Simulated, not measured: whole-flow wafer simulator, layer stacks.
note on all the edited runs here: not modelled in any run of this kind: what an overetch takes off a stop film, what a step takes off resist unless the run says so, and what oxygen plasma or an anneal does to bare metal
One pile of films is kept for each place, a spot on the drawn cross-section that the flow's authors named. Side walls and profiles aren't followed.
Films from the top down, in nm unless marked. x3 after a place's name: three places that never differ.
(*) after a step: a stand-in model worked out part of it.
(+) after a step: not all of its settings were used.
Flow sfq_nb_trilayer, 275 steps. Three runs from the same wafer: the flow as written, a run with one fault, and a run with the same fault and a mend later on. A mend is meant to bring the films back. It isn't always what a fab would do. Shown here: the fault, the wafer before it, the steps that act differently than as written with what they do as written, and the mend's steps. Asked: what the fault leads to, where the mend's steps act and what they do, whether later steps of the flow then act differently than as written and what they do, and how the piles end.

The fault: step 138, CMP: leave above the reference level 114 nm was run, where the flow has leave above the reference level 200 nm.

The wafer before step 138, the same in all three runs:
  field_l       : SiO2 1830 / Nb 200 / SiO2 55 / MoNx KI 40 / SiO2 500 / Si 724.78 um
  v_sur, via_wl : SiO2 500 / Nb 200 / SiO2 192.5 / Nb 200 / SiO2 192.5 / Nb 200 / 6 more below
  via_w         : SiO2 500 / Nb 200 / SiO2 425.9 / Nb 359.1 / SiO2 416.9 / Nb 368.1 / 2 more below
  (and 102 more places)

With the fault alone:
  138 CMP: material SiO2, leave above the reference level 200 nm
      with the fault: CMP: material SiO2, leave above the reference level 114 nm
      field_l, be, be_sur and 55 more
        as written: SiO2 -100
        with the fault: SiO2 -186
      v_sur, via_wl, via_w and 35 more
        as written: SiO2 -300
        with the fault: SiO2 -386
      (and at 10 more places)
  Later steps of the flow that act differently than as written (4 more steps differ only slightly, by at most 2% or 0.5 nm, whichever is larger, and aren't shown):
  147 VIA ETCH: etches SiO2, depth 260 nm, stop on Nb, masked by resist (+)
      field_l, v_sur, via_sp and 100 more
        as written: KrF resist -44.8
        with the fault: KrF resist -29.4
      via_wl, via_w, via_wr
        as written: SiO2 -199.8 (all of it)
        with the fault: SiO2 -113.8 (all of it)
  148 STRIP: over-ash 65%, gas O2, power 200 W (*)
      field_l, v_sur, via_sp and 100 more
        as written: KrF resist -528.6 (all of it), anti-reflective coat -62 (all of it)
        with the fault: KrF resist -544 (all of it), anti-reflective coat -62 (all of it)
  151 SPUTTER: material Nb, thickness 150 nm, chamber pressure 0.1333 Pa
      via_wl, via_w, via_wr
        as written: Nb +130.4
        with the fault: Nb +140.5
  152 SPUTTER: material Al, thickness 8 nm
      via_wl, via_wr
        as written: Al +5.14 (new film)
        with the fault: Al +6.16 (new film)
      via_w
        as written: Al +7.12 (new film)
        with the fault: Al +7.83 (new film)
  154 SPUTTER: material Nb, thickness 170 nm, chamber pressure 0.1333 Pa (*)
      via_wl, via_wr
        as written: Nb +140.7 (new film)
        with the fault: Nb +126.5 (new film)
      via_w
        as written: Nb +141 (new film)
        with the fault: Nb +166.9 (new film)
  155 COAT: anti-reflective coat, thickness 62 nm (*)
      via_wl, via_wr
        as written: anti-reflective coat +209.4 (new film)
        with the fault: anti-reflective coat +174.8 (new film)
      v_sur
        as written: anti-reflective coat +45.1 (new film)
        with the fault: anti-reflective coat +49.4 (new film)
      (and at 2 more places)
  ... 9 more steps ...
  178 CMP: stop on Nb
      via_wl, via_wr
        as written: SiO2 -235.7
        with the fault: SiO2 -331.5
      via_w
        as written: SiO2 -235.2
        with the fault: SiO2 -331.1
  At the end the piles differ from the flow's by more than 2% or 0.5 nm, whichever is larger, at field_l, v_sur, via_wl and 103 more.
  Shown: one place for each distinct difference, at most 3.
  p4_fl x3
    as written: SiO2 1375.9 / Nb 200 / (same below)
    with the fault: SiO2 1289.9 / Nb 200 / (same below)
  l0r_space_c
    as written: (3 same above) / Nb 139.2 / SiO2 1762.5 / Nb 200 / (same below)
    with the fault: (3 same above) / Nb 139.2 / SiO2 1676.5 / Nb 200 / (same below)
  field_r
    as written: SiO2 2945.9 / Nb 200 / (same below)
    with the fault: SiO2 2859.9 / Nb 200 / (same below)

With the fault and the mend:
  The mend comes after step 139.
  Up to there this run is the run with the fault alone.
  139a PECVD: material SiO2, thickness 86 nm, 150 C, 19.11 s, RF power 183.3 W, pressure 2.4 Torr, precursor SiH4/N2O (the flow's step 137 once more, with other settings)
      field_l, v_sur, via_wl and 103 more
        SiO2 +86
  No later step of the flow acts differently than as written, at any place that is followed, by more than 2% or 0.5 nm, whichever is larger.
  At the end the piles are the same as the flow's at every place that both follow.
